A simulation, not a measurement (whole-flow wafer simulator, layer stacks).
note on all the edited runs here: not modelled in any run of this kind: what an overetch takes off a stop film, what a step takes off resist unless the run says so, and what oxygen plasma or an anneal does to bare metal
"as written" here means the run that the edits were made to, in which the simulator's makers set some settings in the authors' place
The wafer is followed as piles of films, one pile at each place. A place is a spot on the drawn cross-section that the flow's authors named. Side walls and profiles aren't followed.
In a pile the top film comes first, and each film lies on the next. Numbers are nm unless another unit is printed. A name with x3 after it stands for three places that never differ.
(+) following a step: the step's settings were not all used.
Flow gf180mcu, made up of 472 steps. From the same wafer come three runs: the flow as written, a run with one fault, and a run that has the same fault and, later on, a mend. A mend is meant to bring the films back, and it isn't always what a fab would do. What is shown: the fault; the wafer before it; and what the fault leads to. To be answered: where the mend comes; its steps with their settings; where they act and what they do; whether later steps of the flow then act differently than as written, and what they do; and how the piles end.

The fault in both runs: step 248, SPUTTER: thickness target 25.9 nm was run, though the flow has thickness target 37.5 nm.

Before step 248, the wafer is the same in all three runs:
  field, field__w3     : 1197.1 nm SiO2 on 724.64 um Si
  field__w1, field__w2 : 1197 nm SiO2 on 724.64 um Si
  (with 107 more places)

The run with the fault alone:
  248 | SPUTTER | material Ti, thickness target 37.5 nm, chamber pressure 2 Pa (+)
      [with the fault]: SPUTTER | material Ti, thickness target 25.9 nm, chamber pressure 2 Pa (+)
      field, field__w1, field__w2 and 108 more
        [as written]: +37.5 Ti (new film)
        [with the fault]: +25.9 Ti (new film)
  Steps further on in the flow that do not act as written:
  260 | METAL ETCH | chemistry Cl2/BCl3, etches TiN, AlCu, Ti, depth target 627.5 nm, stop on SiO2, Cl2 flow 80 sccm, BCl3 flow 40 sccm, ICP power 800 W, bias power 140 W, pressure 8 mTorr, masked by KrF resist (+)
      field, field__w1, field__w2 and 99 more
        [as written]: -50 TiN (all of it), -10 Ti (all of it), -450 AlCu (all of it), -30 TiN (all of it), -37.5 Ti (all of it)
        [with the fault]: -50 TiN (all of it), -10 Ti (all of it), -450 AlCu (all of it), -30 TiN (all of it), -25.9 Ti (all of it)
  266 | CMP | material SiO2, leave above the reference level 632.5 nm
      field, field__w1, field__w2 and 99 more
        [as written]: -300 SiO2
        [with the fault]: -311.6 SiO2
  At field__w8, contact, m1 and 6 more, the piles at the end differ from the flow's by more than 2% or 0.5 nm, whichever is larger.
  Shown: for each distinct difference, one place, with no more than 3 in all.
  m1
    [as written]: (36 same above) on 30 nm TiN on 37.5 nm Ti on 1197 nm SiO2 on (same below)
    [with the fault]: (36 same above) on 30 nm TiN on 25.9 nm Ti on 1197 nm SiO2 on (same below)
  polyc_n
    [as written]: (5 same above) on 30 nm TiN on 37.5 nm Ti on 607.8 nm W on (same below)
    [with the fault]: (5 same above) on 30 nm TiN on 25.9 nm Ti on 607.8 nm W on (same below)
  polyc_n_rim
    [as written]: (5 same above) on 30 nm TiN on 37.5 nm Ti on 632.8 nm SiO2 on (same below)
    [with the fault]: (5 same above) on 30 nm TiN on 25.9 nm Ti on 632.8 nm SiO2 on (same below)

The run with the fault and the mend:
  After step 248 comes the mend.
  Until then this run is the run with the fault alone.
  248a | SPUTTER | material Ti, thickness target 11.6 nm, chamber pressure 2 Pa (+) (the flow's step 248 again, with other settings)
      field, field__w1, field__w2 and 108 more
        +11.6 Ti
  None of the later steps of the flow acts differently than as written at any place that is followed.
  The piles end the same as the flow's at every place that both follow.
